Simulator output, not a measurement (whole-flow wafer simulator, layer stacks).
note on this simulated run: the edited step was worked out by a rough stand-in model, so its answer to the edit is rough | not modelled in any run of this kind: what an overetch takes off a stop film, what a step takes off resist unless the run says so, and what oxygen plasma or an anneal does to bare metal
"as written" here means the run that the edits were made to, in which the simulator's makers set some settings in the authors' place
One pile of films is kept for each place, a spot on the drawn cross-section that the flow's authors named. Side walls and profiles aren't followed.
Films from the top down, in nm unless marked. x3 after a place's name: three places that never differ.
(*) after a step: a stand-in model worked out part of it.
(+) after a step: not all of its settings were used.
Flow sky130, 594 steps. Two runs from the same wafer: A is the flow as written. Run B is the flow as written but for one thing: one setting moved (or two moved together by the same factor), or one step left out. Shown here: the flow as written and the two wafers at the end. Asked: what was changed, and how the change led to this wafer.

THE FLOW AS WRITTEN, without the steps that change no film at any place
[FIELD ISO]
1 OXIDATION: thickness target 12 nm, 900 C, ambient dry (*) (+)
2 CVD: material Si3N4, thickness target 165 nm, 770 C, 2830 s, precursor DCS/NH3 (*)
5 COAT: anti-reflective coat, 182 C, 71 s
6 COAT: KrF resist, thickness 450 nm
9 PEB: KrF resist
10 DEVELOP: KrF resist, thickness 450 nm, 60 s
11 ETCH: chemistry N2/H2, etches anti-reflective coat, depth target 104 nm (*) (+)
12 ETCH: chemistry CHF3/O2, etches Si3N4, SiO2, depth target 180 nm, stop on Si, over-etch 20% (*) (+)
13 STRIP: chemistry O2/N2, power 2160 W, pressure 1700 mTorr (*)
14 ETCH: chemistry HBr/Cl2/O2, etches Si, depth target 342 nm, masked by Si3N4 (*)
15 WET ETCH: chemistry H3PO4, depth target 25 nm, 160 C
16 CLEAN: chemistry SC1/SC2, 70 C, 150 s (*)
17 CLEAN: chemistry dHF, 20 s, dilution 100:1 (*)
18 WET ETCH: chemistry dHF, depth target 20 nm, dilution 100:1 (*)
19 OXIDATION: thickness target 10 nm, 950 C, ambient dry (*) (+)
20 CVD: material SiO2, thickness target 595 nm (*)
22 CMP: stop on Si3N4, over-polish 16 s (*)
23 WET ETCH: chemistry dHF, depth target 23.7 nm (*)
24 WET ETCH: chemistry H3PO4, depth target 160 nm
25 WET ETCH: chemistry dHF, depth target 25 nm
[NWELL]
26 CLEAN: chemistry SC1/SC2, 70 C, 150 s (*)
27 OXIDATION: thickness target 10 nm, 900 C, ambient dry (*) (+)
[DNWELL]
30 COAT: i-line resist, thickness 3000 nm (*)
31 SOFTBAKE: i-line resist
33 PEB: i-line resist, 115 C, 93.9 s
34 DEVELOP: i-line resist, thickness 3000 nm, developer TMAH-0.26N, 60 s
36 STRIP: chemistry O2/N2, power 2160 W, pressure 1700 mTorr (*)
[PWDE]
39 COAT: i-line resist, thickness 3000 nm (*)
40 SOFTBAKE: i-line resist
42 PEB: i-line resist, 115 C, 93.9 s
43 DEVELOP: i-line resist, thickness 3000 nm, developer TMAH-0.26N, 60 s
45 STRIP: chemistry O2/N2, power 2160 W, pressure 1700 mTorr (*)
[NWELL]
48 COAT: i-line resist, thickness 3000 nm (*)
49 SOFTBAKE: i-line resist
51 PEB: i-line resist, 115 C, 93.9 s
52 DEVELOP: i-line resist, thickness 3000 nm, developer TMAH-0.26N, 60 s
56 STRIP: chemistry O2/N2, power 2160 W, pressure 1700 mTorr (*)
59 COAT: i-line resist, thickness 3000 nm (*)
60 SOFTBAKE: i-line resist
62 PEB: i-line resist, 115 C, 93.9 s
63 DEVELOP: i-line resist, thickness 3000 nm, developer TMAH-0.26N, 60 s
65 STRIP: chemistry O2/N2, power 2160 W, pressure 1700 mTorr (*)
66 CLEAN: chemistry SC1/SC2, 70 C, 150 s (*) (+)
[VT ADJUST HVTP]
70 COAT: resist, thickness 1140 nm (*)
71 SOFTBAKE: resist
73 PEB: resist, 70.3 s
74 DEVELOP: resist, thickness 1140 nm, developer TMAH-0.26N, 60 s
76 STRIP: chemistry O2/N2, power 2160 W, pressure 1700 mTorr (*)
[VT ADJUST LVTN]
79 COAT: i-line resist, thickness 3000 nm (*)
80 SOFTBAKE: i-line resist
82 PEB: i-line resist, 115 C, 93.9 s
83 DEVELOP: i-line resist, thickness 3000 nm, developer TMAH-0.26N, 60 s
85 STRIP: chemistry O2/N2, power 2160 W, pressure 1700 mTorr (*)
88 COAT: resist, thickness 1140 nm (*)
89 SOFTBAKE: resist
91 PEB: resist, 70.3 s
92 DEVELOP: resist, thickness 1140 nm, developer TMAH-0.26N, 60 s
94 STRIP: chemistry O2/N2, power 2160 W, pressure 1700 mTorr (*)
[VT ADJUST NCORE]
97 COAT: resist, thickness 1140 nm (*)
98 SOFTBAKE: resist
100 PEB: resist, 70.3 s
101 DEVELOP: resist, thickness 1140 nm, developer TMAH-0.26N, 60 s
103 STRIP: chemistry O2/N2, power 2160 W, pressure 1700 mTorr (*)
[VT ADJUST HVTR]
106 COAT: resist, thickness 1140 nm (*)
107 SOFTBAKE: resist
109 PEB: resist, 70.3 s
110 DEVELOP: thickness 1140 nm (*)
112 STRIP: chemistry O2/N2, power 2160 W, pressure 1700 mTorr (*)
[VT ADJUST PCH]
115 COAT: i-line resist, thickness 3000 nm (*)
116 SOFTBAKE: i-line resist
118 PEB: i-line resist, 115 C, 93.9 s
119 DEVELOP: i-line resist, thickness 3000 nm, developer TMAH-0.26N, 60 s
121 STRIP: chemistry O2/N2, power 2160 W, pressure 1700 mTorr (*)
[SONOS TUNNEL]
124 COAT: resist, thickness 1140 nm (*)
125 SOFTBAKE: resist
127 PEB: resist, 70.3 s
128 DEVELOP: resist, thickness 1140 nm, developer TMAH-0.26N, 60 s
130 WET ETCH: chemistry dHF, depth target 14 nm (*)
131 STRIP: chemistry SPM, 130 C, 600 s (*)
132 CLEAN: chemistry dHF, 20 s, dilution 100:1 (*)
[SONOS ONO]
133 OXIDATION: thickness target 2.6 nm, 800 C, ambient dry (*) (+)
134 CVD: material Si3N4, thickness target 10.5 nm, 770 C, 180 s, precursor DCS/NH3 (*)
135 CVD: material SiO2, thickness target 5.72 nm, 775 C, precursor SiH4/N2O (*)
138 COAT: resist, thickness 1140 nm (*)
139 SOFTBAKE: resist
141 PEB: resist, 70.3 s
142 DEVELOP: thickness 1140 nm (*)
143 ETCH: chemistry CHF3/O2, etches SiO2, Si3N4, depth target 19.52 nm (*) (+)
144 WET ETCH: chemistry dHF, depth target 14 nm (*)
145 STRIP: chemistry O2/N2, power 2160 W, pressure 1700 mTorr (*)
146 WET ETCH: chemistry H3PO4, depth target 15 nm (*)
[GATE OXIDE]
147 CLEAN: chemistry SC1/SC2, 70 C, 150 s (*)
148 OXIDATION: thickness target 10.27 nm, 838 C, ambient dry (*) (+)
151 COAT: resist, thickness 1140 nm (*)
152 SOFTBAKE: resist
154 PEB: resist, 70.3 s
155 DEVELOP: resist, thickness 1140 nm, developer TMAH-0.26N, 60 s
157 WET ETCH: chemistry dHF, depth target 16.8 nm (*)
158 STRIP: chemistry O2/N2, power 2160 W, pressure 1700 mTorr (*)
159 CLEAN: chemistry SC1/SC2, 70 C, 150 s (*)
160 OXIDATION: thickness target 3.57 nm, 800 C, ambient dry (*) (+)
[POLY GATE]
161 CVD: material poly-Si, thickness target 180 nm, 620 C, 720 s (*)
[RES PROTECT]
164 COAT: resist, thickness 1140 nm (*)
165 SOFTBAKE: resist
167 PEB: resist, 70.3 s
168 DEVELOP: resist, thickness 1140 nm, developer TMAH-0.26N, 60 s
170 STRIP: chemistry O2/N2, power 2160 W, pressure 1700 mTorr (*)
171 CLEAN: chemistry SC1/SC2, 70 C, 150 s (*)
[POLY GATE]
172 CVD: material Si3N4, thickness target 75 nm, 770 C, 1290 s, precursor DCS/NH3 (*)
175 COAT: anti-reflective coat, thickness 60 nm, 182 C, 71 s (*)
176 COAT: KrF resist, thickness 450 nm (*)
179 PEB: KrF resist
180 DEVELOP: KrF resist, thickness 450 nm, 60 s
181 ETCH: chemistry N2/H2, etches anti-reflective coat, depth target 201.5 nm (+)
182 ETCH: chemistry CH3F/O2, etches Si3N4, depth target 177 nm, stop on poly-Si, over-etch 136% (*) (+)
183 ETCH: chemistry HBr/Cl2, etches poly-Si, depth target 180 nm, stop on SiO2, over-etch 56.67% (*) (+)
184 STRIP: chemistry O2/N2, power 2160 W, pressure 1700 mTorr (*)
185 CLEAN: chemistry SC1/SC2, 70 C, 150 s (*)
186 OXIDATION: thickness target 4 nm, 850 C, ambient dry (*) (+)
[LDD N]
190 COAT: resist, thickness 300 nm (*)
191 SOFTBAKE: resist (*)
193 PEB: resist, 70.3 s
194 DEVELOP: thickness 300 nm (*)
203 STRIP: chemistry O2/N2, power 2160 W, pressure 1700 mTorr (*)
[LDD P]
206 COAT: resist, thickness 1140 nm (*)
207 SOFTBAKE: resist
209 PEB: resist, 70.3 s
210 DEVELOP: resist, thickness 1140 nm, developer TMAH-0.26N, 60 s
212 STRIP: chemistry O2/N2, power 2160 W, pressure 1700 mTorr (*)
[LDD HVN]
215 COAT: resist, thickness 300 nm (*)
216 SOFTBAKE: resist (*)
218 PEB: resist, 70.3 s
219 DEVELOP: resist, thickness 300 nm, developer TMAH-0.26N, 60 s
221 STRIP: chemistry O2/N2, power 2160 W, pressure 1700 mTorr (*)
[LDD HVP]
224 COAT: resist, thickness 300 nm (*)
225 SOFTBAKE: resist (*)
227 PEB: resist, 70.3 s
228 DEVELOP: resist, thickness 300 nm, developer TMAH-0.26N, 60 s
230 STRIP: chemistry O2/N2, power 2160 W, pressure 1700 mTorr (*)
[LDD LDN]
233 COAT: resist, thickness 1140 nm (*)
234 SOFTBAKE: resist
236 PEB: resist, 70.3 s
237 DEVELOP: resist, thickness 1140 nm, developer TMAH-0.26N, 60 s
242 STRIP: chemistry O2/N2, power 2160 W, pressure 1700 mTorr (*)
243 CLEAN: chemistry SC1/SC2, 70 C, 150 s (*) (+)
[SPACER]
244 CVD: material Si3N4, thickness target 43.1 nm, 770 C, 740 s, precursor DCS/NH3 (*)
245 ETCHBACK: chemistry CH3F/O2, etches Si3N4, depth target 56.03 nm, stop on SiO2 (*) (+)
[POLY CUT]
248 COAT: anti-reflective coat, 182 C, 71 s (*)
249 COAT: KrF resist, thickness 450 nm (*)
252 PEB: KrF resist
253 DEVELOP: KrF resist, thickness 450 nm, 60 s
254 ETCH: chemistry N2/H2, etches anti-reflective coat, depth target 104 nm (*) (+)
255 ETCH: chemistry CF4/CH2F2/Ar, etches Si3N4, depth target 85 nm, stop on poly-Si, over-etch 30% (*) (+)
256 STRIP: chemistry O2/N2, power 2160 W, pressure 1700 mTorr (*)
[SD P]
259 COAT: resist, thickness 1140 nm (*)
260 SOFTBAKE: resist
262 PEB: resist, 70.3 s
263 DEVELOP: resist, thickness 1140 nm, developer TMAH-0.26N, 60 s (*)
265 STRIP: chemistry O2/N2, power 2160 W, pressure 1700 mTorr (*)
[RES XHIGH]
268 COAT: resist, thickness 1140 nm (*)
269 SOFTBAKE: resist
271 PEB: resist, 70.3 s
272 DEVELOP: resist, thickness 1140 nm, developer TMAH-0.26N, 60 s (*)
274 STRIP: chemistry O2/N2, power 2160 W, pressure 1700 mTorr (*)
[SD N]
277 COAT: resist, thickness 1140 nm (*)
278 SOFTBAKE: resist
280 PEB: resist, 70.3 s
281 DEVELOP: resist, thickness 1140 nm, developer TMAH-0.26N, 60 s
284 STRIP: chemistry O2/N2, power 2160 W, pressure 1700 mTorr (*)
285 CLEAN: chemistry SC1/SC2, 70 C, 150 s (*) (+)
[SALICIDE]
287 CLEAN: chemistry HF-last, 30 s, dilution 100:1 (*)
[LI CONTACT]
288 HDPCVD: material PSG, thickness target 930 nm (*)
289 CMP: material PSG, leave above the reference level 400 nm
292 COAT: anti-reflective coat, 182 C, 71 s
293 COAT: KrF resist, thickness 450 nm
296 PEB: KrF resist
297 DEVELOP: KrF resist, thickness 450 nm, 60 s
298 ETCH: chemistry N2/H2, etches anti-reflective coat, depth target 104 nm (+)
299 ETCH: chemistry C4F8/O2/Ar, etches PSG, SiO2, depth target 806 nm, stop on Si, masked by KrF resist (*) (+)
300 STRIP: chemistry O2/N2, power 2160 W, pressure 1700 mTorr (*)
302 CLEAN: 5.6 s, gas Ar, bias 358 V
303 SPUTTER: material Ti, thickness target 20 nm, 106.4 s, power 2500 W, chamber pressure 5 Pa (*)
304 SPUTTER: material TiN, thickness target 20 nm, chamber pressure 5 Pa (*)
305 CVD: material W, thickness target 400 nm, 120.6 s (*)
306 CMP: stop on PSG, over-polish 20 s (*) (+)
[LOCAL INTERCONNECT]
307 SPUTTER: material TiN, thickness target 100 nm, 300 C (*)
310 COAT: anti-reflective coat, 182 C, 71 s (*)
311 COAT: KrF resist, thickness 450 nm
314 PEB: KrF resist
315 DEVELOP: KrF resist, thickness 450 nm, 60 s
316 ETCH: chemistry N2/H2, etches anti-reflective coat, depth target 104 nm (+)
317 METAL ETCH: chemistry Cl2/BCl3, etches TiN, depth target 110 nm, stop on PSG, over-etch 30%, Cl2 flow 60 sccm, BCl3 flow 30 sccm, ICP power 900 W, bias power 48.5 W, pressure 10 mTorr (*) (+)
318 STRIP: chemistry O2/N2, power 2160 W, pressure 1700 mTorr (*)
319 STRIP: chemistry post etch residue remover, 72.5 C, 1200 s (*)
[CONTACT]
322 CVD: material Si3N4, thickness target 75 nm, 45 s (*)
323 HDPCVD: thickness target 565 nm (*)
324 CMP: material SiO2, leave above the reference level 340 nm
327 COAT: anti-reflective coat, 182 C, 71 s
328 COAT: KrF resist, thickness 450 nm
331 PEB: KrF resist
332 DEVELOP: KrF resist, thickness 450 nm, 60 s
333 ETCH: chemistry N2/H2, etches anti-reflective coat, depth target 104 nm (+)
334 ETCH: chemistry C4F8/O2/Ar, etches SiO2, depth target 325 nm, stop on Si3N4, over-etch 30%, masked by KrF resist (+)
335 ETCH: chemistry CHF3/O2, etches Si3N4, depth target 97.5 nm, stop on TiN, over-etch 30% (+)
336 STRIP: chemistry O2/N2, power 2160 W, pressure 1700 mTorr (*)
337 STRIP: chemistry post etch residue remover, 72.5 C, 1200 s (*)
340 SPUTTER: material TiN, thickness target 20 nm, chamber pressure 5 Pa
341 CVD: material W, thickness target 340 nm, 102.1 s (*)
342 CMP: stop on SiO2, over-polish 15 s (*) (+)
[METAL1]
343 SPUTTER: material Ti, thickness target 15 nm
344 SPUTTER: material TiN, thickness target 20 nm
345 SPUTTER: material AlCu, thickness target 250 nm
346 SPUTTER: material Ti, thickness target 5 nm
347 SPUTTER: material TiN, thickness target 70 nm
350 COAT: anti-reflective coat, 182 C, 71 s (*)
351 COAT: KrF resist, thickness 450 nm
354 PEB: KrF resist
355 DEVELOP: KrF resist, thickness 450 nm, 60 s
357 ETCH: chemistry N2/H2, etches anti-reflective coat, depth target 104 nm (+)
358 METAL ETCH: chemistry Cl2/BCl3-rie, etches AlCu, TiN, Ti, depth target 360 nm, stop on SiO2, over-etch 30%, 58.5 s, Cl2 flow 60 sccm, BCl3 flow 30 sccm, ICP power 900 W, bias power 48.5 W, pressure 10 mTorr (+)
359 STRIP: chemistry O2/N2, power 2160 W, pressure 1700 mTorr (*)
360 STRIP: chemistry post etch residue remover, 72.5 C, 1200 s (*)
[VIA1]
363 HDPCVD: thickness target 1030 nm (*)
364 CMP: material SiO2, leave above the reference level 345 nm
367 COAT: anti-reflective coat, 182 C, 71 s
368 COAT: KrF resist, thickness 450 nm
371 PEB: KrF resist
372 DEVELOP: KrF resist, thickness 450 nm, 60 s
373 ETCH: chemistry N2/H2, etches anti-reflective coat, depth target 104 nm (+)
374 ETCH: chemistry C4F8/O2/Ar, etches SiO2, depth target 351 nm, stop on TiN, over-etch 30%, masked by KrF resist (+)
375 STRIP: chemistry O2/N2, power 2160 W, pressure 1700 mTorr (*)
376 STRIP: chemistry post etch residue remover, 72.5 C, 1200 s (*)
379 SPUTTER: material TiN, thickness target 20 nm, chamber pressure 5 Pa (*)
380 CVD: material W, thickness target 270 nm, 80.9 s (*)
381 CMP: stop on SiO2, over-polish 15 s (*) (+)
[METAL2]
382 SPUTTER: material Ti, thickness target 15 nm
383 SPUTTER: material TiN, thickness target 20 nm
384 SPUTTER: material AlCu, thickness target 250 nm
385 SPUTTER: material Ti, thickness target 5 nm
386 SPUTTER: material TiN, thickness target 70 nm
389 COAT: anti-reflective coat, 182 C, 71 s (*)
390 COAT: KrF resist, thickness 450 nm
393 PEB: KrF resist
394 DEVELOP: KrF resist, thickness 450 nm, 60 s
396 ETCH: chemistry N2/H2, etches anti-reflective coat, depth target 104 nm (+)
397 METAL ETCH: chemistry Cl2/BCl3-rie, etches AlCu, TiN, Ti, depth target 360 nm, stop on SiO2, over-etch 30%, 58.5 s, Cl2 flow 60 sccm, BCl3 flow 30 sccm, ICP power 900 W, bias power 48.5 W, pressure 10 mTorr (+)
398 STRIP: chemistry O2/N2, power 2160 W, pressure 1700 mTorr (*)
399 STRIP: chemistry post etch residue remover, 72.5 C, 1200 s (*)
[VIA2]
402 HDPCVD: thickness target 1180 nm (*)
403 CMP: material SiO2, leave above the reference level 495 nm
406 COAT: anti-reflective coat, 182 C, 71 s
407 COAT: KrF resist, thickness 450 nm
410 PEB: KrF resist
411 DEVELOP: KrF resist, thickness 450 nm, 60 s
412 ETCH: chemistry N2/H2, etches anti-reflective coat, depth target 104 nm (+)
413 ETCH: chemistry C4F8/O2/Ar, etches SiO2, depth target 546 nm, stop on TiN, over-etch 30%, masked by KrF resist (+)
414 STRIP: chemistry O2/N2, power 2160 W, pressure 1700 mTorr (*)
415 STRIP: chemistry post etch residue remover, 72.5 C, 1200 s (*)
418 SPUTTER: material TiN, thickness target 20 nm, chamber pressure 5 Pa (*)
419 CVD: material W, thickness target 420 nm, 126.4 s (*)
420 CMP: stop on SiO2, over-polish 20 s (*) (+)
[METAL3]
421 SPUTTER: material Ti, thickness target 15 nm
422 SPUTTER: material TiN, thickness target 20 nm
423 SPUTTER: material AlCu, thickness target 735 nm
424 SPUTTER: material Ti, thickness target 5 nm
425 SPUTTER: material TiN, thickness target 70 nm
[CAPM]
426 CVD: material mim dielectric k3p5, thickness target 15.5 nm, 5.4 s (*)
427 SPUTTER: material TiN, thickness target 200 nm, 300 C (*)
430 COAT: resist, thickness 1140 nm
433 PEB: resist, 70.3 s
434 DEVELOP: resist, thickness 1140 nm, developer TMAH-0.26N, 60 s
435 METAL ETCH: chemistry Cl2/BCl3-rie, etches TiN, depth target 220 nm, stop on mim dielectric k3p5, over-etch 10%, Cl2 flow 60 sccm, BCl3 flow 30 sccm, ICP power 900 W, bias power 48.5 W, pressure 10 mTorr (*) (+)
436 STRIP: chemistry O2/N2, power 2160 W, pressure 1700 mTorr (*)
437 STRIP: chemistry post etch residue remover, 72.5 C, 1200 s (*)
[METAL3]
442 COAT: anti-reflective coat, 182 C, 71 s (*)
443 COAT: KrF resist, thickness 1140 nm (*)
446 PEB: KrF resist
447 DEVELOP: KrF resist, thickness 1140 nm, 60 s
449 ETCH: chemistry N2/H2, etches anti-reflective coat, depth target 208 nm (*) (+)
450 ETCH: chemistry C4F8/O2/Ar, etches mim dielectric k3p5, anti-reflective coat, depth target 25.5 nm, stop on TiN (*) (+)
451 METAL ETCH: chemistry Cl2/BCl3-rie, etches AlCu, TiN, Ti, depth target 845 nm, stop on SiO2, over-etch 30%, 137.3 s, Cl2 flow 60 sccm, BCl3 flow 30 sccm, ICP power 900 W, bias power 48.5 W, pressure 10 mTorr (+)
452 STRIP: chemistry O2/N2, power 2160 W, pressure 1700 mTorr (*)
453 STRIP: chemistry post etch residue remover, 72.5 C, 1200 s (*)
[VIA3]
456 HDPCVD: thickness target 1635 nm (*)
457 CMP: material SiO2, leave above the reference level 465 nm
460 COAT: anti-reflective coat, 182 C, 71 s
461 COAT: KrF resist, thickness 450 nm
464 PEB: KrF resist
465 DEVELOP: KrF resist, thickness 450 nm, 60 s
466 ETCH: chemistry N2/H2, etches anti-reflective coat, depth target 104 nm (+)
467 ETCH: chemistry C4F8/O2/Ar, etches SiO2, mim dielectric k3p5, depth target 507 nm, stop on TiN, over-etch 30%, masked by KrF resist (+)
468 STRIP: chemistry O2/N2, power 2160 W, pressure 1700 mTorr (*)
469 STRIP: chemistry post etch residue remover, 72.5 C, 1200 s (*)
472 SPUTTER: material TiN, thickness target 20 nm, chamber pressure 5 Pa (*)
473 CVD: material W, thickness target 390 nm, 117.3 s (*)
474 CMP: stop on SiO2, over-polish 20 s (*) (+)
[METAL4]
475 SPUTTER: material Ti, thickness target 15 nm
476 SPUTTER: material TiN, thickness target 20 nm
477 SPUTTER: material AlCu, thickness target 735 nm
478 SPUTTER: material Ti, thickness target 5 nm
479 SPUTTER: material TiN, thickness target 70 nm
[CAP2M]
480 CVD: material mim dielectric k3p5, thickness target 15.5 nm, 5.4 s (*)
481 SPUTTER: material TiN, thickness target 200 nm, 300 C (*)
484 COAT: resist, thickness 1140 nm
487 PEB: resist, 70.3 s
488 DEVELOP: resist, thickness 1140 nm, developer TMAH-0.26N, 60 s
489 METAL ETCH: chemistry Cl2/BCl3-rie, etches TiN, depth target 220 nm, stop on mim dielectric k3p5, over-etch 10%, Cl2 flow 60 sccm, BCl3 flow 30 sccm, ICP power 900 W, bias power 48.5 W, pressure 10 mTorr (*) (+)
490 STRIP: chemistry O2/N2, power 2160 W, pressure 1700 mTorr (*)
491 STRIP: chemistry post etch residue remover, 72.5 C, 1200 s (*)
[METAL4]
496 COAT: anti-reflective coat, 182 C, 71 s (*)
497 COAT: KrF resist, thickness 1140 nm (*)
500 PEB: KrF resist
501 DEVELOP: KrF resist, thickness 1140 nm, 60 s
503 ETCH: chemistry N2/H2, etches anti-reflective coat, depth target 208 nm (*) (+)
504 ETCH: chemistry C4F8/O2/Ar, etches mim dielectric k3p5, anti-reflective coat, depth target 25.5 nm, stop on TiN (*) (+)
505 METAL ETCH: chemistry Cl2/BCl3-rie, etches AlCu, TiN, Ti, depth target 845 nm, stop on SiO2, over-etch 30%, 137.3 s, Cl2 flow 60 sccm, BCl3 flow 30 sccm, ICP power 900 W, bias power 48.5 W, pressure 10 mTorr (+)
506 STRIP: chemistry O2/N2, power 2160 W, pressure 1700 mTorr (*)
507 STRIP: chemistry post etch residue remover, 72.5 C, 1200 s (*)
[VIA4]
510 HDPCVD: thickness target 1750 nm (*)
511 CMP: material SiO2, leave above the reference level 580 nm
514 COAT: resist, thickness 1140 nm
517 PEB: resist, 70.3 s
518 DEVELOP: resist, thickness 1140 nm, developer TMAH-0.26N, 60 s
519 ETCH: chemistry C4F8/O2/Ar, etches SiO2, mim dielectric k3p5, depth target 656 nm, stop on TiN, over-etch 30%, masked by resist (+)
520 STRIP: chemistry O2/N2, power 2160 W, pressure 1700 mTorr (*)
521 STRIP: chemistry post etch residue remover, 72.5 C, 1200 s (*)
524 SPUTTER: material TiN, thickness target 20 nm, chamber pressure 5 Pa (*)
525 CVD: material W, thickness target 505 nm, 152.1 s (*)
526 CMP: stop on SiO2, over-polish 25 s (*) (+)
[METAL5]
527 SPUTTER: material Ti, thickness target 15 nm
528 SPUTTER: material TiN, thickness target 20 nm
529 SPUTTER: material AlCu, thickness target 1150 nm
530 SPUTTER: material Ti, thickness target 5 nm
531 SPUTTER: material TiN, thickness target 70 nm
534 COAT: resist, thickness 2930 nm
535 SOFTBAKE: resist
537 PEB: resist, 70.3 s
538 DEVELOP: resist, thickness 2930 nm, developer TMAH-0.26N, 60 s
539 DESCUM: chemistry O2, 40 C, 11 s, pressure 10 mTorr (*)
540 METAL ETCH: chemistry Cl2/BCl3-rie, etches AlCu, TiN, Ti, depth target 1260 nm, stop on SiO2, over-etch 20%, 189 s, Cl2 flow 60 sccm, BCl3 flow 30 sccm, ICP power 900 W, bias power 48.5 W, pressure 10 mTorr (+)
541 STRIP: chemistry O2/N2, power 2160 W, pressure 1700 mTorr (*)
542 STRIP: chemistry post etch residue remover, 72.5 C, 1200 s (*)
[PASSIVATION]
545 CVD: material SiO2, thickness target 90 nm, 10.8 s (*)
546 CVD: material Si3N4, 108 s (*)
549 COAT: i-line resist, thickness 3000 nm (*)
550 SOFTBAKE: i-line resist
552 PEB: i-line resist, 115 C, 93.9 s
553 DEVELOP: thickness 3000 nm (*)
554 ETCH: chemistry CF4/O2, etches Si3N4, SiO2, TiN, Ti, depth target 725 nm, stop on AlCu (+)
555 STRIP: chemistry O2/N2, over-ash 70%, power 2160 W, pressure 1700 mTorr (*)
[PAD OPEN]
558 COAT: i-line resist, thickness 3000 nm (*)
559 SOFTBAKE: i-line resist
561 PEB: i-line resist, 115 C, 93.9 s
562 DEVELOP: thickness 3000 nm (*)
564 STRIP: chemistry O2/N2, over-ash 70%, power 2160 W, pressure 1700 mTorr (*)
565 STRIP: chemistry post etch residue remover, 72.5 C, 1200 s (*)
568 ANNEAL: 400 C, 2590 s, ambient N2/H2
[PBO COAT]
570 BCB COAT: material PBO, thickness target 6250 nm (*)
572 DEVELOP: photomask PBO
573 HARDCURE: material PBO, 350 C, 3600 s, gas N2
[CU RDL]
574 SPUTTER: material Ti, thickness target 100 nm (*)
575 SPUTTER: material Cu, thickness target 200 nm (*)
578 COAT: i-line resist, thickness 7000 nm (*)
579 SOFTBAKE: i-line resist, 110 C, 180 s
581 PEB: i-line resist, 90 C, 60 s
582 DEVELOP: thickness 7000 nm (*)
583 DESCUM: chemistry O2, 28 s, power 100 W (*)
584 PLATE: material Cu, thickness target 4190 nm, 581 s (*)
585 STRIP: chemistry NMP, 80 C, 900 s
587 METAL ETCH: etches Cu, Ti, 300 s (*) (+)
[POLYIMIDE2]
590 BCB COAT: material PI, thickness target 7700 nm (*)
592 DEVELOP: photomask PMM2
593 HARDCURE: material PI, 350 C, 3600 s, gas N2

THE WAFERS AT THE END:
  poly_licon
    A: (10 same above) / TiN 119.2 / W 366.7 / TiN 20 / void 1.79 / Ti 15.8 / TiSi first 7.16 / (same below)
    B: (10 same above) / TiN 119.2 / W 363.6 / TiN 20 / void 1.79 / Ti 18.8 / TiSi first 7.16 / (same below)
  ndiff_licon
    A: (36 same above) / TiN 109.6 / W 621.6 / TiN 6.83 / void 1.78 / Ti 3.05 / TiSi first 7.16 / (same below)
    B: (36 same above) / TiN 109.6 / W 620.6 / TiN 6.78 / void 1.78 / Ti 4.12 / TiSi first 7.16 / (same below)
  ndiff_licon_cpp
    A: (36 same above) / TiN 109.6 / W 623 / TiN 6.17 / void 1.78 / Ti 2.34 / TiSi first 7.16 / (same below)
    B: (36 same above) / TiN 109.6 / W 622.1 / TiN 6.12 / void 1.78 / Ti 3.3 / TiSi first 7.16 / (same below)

The cause: step 303, SPUTTER: 122.3 s was run, where the flow has 106.4 s.

How the change led to this, step by step:
  303 SPUTTER: material Ti, thickness target 20 nm, 106.4 s, power 2500 W, chamber pressure 5 Pa (*)
      field, active, n_well and 185 more: A Ti +20 (new film) | B Ti +23 (new film)
      ndiff_licon: A Ti +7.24 (new film) | B Ti +8.3 (new film)
      (and at 2 more places)
  306 CMP: stop on PSG, over-polish 20 s (*) (+)
      field, active, n_well and 184 more: A W -400 (all of it), TiN -20 (all of it), Ti -20 (all of it), PSG -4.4 | B W -400 (all of it), TiN -20 (all of it), Ti -23 (all of it), PSG -4.4
      poly_licon: A W -33.3 | B W -36.4
